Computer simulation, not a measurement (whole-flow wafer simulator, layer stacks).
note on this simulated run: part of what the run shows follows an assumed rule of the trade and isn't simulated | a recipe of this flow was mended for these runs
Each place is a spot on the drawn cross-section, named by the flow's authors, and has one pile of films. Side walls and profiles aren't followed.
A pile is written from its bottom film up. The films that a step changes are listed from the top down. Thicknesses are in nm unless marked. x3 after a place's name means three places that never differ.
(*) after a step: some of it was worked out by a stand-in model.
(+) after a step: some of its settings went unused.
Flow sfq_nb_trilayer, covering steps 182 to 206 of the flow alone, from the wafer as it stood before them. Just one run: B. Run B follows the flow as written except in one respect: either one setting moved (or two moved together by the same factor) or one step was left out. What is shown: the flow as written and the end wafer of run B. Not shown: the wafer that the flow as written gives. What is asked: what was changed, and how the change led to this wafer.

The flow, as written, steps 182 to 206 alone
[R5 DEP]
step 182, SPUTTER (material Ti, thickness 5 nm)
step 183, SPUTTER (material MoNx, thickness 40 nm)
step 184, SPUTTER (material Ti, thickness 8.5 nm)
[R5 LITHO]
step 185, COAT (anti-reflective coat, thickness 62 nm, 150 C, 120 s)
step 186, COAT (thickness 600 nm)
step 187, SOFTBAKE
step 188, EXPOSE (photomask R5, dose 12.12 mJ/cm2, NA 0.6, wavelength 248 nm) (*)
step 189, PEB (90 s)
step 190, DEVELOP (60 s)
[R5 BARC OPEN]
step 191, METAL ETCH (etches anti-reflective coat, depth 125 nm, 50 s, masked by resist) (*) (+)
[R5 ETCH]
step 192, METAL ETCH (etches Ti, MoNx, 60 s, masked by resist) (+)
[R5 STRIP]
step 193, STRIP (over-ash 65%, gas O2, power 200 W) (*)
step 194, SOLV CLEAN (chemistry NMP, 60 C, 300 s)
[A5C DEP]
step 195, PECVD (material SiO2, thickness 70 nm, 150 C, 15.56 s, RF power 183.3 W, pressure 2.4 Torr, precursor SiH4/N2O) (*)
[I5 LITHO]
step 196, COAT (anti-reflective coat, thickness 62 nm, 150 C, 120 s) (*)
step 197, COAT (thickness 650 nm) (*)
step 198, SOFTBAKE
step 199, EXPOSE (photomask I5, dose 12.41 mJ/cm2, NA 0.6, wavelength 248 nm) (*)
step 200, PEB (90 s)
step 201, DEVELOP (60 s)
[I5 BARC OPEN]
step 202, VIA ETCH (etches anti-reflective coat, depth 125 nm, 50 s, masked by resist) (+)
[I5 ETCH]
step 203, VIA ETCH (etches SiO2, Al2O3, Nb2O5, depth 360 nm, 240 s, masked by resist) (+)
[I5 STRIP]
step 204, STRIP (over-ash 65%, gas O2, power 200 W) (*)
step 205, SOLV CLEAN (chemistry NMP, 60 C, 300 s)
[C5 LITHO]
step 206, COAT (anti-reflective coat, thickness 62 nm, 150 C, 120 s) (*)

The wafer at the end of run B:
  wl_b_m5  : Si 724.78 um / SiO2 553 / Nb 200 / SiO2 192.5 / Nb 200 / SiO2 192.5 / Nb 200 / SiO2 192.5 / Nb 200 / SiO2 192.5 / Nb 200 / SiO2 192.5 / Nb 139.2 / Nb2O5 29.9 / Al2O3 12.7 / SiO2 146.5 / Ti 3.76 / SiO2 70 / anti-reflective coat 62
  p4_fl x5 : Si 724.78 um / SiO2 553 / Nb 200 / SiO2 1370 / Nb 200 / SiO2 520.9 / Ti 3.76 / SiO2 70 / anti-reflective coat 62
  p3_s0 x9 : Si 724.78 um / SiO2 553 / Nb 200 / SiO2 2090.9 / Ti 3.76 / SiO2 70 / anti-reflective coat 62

What caused this: step 192, METAL ETCH: 47 s was run, though the flow has 60 s.

Step by step, how the change led to this:
  step 192, METAL ETCH (etches Ti, MoNx, 60 s, masked by resist) (+)
      field_l, v_sur, via_wl and 92 more: -8.5 Ti (all of it), -40 MoNx (all of it), -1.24 Ti (as written it would have been: -8.5 Ti (all of it), -40 MoNx (all of it), -5 Ti (all of it), -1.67 SiO2)
      ce_l, c5j, ce_r, wl_jj: -8.5 Ti (all of it), -40 MoNx (all of it), -1.24 Ti (as written it would have been: -8.5 Ti (all of it), -40 MoNx (all of it), -5 Ti (all of it), -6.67 Nb)
      (and at 7 other places as well)
  step 195, PECVD (material SiO2, thickness 70 nm, 150 C, 15.56 s, RF power 183.3 W, pressure 2.4 Torr, precursor SiH4/N2O) (*)
      field_l, v_sur, via_wl and 92 more: +70 SiO2 (new film) (as written it would have been: +70 SiO2)
  step 196, COAT (anti-reflective coat, thickness 62 nm, 150 C, 120 s) (*)
      wl_j_sl, wl_j_sr: +62 anti-reflective coat (new film) (as written it would have been: +60.5 anti-reflective coat (new film))
      r5r_spacepad_l, r5r_spacepad_r: +86.3 anti-reflective coat (new film) (as written it would have been: +89.1 anti-reflective coat (new film))
      (and at 11 other places as well)
  step 203, VIA ETCH (etches SiO2, Al2O3, Nb2O5, depth 360 nm, 240 s, masked by resist) (+)
      be: -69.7 SiO2 (all of it), -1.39 Ti (as written it would have been: -214.5 SiO2 (all of it), -12.7 Al2O3 (all of it), -29.9 Nb2O5 (all of it), -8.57 Nb)
  step 204, STRIP (over-ash 65%, gas O2, power 200 W) (*)
      wl_j_sl, wl_j_sr: -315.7 KrF-resist-other-grade (all of it), -62 anti-reflective coat (all of it) (as written it would have been: -316.4 KrF-resist-other-grade (all of it), -60.5 anti-reflective coat (all of it))
      r5r_spacepad_l, r5r_spacepad_r: -316 KrF-resist-other-grade (all of it), -86.3 anti-reflective coat (all of it) (as written it would have been: -316.1 KrF-resist-other-grade (all of it), -89.1 anti-reflective coat (all of it))
      (and at 11 other places as well)
  step 206, COAT (anti-reflective coat, thickness 62 nm, 150 C, 120 s) (*)
      wl_j_sl, wl_j_sr: +62 anti-reflective coat (new film) (as written it would have been: +60.5 anti-reflective coat (new film))
      r5r_spacepad_l, r5r_spacepad_r: +86.3 anti-reflective coat (new film) (as written it would have been: +89.1 anti-reflective coat (new film))
      (and at 17 other places as well)
With metal films that touch counted as one body, wl_b_m5 has 7 bodies (between them, from the top down: SiO2 146.5 / Al2O3 12.7 / Nb2O5 29.9; SiO2 192.5; SiO2 192.5; SiO2 192.5; SiO2 192.5; SiO2 192.5); the flow as written gives 6 bodies (between them, from the top down: SiO2 192.5; SiO2 192.5; SiO2 192.5; SiO2 192.5; SiO2 192.5).
With metal films that touch counted as one body, p4_fl x5 has 3 bodies (between them, from the top down: SiO2 520.9; SiO2 1370); the flow as written gives 2 bodies (between them, from the top down: SiO2 1370).
With metal films that touch counted as one body, p3_s0 x9 has 2 bodies (between them, from the top down: SiO2 2090.9); the flow as written gives 1 body.
